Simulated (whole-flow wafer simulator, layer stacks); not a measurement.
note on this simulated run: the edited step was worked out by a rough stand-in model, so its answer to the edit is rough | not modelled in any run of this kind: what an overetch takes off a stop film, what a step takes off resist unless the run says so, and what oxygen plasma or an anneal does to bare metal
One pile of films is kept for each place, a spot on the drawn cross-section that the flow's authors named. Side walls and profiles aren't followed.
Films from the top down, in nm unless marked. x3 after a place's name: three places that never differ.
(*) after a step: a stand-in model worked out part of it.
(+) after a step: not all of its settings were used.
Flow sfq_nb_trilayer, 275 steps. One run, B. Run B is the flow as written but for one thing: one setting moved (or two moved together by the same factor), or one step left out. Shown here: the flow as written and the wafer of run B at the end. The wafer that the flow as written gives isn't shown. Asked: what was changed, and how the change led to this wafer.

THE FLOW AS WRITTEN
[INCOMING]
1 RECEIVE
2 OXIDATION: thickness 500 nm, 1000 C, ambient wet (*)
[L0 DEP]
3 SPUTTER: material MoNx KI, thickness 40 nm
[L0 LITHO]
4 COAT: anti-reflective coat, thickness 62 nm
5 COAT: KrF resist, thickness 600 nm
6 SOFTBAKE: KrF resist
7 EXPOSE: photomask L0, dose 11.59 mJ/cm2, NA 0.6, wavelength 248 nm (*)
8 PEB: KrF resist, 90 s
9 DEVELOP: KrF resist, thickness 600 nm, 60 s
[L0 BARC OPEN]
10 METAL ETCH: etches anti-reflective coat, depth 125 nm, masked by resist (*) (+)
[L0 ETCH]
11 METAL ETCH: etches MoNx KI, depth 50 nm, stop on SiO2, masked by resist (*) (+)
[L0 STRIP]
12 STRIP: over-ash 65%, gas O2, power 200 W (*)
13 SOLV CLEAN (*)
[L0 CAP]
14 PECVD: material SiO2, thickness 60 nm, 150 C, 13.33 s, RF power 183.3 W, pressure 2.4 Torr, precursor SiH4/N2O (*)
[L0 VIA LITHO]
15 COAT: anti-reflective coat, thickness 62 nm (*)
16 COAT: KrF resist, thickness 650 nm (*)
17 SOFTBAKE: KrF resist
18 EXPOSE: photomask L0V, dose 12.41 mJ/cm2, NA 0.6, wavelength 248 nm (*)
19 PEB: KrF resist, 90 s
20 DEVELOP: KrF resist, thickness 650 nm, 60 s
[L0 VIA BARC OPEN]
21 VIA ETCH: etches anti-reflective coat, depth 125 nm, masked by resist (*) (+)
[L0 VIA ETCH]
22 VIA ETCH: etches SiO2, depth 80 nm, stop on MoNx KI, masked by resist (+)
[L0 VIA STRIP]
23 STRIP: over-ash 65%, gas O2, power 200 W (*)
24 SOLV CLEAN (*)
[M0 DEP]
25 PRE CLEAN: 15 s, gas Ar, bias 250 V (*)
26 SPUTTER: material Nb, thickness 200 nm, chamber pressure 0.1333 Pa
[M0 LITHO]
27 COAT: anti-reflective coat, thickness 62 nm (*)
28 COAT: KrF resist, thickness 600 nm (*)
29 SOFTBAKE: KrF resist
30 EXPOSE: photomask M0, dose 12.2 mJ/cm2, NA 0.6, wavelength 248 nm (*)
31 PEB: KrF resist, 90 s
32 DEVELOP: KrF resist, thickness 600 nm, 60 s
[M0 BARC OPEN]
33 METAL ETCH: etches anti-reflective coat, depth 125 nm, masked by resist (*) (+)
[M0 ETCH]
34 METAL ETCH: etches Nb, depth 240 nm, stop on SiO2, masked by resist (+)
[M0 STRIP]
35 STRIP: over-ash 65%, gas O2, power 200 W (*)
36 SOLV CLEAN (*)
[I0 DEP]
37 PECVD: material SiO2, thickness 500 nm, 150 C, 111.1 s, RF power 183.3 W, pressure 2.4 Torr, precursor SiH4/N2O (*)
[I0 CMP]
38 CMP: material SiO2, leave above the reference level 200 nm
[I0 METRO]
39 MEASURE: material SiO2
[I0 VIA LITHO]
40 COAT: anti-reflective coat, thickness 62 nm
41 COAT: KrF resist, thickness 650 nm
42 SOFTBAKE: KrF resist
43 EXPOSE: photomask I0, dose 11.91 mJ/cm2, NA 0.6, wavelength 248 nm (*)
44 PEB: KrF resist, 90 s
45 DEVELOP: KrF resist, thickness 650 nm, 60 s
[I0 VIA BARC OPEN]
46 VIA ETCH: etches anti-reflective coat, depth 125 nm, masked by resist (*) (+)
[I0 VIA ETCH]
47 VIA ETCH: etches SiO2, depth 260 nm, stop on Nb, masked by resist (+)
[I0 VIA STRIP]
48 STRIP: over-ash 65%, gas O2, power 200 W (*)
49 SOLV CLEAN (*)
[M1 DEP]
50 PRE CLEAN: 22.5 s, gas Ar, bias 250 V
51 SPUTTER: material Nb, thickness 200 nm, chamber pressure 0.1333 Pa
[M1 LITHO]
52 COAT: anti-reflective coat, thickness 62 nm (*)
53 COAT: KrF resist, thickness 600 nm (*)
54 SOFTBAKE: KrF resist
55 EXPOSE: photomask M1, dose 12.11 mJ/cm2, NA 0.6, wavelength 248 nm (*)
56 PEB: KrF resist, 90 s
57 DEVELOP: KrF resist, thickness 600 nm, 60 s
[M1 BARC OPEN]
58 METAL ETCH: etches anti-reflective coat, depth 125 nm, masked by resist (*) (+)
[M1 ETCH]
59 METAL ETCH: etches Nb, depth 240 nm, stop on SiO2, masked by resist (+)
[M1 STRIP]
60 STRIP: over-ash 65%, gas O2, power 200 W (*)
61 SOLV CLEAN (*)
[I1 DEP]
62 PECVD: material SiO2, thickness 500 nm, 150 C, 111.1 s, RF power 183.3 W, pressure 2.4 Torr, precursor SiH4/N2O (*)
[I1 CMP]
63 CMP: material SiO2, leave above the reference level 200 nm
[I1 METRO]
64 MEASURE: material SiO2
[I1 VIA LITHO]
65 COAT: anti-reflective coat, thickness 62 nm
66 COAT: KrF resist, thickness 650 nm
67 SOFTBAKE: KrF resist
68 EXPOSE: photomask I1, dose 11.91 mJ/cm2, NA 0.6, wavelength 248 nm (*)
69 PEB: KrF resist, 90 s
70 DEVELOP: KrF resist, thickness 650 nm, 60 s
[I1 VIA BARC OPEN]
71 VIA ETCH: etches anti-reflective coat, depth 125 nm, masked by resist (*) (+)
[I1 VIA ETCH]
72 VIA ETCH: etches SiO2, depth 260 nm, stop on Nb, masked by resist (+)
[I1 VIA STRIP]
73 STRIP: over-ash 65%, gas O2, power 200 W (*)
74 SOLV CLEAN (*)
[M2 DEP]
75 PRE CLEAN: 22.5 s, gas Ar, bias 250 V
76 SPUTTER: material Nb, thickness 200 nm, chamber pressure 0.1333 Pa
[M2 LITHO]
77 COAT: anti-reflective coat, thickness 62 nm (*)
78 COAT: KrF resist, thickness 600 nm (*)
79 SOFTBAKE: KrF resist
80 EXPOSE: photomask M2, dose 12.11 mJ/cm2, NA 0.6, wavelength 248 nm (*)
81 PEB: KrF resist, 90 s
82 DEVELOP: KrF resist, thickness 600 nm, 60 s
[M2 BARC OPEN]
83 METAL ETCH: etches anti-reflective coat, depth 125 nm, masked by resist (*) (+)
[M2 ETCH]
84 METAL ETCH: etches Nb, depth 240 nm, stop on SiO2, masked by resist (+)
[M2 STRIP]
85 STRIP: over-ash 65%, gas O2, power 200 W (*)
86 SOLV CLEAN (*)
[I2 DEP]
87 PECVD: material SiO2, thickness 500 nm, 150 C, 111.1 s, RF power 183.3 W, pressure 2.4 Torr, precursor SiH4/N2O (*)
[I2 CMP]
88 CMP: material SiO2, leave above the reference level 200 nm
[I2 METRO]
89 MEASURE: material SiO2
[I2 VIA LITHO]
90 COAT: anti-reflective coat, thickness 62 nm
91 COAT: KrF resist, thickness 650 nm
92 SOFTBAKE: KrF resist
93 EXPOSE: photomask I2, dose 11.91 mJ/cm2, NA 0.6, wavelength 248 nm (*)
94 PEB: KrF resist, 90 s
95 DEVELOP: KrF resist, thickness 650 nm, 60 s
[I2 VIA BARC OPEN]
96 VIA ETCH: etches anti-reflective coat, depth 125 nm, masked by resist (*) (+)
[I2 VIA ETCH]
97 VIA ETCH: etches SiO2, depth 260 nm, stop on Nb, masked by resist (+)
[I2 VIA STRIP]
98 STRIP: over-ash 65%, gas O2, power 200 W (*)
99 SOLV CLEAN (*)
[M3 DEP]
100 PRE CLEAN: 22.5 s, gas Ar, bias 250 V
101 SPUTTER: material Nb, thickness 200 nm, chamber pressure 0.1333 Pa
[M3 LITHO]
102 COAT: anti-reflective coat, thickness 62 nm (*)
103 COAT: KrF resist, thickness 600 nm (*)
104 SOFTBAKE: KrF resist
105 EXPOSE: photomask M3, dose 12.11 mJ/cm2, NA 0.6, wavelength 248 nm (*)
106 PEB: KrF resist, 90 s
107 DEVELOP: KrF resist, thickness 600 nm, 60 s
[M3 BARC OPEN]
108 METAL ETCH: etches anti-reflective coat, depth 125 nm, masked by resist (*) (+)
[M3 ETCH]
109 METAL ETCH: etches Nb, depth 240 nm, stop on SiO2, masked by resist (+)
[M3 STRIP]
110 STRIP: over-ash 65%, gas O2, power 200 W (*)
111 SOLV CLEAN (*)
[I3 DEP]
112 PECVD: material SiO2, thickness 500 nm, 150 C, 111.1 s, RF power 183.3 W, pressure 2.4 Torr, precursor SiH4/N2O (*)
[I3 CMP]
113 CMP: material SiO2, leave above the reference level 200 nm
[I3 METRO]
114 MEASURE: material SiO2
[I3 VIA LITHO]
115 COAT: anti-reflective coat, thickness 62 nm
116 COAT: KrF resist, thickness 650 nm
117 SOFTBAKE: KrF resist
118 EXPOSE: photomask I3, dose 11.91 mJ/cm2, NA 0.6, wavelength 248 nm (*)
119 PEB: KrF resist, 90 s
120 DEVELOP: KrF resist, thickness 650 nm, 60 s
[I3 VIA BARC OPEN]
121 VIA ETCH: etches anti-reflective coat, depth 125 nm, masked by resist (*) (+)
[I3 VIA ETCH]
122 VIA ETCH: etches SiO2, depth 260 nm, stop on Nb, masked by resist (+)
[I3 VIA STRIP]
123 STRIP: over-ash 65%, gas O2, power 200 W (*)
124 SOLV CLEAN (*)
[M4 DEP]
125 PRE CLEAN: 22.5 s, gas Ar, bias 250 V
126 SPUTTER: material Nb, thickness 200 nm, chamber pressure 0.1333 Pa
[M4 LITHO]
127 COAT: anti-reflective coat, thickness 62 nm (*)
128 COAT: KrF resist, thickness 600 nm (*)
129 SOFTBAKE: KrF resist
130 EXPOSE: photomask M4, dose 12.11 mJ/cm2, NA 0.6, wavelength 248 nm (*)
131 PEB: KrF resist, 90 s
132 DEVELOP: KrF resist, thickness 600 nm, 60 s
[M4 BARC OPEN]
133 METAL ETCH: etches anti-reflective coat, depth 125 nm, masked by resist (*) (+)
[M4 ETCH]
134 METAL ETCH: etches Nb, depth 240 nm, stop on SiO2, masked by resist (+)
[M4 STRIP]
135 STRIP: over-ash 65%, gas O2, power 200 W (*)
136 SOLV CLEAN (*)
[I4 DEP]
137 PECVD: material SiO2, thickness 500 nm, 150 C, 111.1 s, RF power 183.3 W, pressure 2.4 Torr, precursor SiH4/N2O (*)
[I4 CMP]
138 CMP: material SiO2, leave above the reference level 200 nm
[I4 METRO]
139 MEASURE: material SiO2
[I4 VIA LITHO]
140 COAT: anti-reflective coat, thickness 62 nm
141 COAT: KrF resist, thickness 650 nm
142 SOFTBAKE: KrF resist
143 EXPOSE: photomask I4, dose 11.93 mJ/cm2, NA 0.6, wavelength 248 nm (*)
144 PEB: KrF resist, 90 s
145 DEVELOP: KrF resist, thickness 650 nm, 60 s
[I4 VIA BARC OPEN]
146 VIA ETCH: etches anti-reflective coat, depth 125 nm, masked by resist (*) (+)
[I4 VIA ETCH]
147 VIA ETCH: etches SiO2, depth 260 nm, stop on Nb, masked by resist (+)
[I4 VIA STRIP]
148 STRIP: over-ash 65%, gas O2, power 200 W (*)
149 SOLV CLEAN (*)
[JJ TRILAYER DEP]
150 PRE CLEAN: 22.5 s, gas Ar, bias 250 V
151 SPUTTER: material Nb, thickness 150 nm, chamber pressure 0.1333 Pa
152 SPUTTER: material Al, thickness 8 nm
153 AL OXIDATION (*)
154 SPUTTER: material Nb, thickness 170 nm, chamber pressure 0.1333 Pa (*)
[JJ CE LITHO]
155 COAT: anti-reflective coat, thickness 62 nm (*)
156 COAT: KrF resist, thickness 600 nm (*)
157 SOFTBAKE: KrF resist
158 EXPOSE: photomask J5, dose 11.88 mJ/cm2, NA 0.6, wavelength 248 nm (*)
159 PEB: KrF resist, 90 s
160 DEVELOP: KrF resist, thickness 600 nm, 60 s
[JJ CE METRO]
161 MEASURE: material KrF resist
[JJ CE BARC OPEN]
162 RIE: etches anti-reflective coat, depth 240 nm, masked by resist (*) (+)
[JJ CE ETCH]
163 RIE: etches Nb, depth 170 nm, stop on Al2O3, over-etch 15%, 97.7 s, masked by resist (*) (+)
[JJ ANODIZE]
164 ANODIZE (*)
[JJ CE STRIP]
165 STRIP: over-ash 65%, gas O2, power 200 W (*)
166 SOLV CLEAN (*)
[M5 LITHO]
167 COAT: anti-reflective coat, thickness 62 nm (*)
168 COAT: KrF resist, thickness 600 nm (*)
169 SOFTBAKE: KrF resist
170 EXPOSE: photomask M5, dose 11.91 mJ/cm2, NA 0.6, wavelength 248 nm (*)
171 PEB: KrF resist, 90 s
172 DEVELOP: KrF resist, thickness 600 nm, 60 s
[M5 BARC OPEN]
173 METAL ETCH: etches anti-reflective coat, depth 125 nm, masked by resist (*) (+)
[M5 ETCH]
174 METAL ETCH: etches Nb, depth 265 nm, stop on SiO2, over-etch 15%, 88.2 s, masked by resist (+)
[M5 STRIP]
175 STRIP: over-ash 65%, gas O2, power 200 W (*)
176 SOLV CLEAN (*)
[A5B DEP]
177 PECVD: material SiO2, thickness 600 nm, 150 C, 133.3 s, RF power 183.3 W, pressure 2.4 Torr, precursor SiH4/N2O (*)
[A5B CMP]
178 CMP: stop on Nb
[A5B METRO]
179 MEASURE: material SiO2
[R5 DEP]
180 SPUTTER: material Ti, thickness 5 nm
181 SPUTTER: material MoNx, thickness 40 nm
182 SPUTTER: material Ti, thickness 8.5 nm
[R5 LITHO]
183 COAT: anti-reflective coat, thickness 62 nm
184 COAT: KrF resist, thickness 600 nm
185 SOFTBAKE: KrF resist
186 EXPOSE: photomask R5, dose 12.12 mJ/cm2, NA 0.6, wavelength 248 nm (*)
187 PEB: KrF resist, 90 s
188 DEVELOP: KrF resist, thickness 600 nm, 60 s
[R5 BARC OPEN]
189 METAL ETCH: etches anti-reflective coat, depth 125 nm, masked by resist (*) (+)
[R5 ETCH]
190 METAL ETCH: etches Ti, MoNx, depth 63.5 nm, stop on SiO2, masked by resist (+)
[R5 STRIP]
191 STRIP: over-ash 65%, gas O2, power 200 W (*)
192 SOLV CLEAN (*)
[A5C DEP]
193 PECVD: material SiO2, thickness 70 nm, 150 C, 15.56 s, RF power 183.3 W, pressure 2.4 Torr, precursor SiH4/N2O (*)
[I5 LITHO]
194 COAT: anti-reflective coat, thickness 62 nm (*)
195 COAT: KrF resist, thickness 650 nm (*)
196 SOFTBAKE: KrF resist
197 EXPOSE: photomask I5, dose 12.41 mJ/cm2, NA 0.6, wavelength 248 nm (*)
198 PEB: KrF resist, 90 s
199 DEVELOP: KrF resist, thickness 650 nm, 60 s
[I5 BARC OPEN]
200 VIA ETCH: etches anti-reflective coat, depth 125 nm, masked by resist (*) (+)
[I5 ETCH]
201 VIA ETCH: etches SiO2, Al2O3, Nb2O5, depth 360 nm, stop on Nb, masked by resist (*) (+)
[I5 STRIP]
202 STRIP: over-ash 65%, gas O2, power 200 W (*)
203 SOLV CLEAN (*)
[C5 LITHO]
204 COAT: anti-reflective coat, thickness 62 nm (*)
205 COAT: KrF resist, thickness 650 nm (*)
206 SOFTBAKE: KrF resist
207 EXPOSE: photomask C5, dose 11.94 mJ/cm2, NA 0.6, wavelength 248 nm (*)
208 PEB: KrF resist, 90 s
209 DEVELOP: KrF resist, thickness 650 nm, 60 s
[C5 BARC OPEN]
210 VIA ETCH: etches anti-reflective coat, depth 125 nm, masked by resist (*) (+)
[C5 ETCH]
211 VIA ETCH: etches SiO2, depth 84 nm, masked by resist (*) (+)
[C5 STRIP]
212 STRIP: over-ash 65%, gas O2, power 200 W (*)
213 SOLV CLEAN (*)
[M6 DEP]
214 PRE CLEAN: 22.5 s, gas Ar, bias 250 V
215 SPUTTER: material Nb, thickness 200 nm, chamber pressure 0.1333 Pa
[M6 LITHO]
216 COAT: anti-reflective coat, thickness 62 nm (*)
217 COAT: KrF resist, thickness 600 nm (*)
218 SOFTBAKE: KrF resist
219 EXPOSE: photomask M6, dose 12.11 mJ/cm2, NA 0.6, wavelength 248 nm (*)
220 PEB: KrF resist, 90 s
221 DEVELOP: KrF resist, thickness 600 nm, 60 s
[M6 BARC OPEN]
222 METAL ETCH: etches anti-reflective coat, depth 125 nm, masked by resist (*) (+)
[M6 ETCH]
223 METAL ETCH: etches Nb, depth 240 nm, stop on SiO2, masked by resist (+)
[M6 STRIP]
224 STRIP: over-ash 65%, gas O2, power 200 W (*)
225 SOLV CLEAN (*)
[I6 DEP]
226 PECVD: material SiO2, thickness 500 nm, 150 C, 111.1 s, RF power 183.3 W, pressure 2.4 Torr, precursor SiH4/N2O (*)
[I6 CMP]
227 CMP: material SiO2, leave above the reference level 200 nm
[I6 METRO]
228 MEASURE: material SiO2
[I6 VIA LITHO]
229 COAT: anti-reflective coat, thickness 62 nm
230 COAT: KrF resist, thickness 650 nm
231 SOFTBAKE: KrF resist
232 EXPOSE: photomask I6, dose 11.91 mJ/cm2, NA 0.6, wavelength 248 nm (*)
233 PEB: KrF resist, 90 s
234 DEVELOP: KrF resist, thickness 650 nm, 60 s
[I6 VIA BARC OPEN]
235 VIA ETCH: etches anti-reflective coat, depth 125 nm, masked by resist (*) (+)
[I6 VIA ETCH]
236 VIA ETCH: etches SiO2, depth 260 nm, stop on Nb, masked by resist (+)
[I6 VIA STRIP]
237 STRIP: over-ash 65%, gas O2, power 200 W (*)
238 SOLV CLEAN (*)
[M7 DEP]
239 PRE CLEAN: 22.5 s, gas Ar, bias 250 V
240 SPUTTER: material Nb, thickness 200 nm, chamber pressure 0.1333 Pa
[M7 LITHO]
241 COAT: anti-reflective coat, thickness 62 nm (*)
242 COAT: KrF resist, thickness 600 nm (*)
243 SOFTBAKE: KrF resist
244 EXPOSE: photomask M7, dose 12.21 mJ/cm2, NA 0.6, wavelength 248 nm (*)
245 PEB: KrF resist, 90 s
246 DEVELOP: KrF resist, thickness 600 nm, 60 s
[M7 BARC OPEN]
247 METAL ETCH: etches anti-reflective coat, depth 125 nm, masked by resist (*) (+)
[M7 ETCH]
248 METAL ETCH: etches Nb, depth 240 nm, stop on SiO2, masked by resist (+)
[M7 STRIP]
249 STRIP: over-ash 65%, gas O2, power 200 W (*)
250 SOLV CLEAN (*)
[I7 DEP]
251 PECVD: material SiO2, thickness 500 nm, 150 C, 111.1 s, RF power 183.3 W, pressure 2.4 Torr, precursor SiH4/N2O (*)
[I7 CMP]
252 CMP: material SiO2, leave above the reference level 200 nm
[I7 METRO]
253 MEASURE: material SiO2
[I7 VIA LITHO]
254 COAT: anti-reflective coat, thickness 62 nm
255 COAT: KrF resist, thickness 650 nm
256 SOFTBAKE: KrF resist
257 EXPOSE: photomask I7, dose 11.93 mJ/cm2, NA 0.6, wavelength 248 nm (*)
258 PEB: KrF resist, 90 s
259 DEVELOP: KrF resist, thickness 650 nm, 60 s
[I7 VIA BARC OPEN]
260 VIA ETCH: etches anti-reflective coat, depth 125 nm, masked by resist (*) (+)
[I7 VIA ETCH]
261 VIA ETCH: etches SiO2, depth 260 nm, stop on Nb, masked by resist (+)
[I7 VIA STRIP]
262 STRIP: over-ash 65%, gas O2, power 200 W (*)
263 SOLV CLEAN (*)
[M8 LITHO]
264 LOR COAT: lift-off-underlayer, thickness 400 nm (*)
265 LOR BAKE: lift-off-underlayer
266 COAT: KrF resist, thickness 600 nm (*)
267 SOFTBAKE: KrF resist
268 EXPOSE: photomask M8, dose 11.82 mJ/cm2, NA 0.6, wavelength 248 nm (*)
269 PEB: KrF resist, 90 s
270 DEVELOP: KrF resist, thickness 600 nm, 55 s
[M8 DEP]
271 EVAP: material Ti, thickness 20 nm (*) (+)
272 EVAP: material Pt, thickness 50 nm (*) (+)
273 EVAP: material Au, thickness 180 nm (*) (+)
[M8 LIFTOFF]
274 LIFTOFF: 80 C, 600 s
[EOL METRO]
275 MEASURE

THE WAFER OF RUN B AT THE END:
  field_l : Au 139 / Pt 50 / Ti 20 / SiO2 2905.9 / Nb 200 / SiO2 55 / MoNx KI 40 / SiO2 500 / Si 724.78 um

The cause: step 273, EVAP: thickness 139 nm was run, where the flow has thickness 180 nm.
It can be read off the wafer: field_l has Au 139, and step 273 as written asks for 180 nm.

How the change led to this, step by step:
  273 EVAP: material Au, thickness 180 nm (*) (+)
      field_l, v_sur, via_wl and 103 more: Au +139 (new film) (as written it would be: Au +180 (new film))
  274 LIFTOFF: 80 C, 600 s
      p4_fl, p4_fm, p4_w1 and 71 more: Au -139 (all of it), Pt -50 (all of it), Ti -20 (all of it), KrF resist -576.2 (all of it), lift-off-underlayer -400 (all of it) (as written it would be: Au -180 (all of it), Pt -50 (all of it), Ti -20 (all of it), KrF resist -576.2 (all of it), lift-off-underlayer -400 (all of it))
      c5j, ce_r: Au -139 (all of it), Pt -50 (all of it), Ti -20 (all of it), KrF resist -573.3 (all of it), lift-off-underlayer -399.3 (all of it) (as written it would be: Au -180 (all of it), Pt -50 (all of it), Ti -20 (all of it), KrF resist -573.3 (all of it), lift-off-underlayer -399.3 (all of it))
      (and at 19 more places)
